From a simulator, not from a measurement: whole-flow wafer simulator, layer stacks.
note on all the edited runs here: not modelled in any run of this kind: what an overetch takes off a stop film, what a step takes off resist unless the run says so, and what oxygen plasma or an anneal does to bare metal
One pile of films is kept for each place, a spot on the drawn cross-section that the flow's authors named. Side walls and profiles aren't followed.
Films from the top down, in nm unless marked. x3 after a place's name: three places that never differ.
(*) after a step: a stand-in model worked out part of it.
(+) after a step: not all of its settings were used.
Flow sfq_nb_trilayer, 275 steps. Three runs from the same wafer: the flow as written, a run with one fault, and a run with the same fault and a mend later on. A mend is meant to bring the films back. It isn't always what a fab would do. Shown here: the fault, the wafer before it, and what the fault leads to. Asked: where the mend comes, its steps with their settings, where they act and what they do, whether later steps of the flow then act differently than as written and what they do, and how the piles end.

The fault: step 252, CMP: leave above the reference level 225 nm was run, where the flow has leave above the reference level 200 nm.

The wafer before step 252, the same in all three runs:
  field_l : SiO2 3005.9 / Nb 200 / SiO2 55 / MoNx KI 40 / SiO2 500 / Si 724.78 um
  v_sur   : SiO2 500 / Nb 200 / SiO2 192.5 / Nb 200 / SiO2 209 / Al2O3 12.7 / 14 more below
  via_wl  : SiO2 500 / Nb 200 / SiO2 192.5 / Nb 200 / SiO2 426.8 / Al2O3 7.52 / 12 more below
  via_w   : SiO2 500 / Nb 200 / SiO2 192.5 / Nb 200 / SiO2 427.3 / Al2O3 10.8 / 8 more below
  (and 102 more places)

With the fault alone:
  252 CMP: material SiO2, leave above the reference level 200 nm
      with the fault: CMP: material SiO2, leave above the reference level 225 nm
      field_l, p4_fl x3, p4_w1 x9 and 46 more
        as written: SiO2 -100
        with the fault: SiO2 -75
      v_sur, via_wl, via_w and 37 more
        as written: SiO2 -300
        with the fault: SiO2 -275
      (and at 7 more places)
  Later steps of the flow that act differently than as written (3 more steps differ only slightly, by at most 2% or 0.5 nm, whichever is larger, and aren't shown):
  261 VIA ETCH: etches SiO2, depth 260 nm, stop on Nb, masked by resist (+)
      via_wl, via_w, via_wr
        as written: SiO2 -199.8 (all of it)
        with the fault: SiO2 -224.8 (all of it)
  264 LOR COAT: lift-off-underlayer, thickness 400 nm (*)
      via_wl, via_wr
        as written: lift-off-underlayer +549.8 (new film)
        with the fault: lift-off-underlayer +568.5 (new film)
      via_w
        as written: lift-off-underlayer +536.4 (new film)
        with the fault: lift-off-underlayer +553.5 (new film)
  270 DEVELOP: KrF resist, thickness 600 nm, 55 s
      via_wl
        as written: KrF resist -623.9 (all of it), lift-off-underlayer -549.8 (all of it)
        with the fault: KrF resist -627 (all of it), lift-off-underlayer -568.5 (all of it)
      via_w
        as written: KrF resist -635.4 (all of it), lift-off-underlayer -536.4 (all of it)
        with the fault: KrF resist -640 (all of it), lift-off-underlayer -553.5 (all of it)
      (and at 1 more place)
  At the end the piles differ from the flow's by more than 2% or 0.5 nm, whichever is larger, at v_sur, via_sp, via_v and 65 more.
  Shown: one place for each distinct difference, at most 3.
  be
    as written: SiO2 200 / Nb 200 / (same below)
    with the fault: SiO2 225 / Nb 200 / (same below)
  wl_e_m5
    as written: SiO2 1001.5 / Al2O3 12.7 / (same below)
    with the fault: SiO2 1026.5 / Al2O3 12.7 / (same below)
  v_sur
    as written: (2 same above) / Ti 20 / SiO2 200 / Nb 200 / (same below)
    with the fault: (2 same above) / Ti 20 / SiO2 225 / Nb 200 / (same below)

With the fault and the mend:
  The mend comes after step 259.
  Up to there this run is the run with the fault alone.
  259a STRIP: over-ash 65%, gas O2, power 200 W (*)
      field_l, v_sur, via_sp and 100 more
        KrF resist -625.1 (all of it), anti-reflective coat -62 (all of it)
      via_wl, via_w, via_wr
        anti-reflective coat -62 (all of it)
  259b CMP: material SiO2, leave above the reference level 200 nm (the flow's step 252 once more)
      field_l, v_sur, via_wl and 103 more
        SiO2 -25
  259c COAT: anti-reflective coat, thickness 62 nm (the flow's step 254 once more)
      field_l, v_sur, via_wl and 103 more
        anti-reflective coat +62 (new film)
  259d COAT: KrF resist, thickness 650 nm (the flow's step 255 once more)
      field_l, v_sur, via_wl and 103 more
        KrF resist +650 (new film)
  259e SOFTBAKE: KrF resist (the flow's step 256 once more)
      changes no film at any place that is followed
  259f EXPOSE: photomask I7, dose 11.93 mJ/cm2, NA 0.6, wavelength 248 nm (*) (the flow's step 257 once more)
      changes no film at any place that is followed
  259g PEB: KrF resist, 90 s (the flow's step 258 once more)
      field_l, v_sur, via_wl and 103 more
        KrF resist -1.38
  259h DEVELOP: KrF resist, thickness 650 nm, 60 s (the flow's step 259 once more)
      field_l, v_sur, via_sp and 100 more
        KrF resist -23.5
      via_wl, via_w, via_wr
        KrF resist -648.6 (all of it)
  No later step of the flow acts differently than as written at any place that is followed.
  At the end the piles are the same as the flow's at every place that both follow.
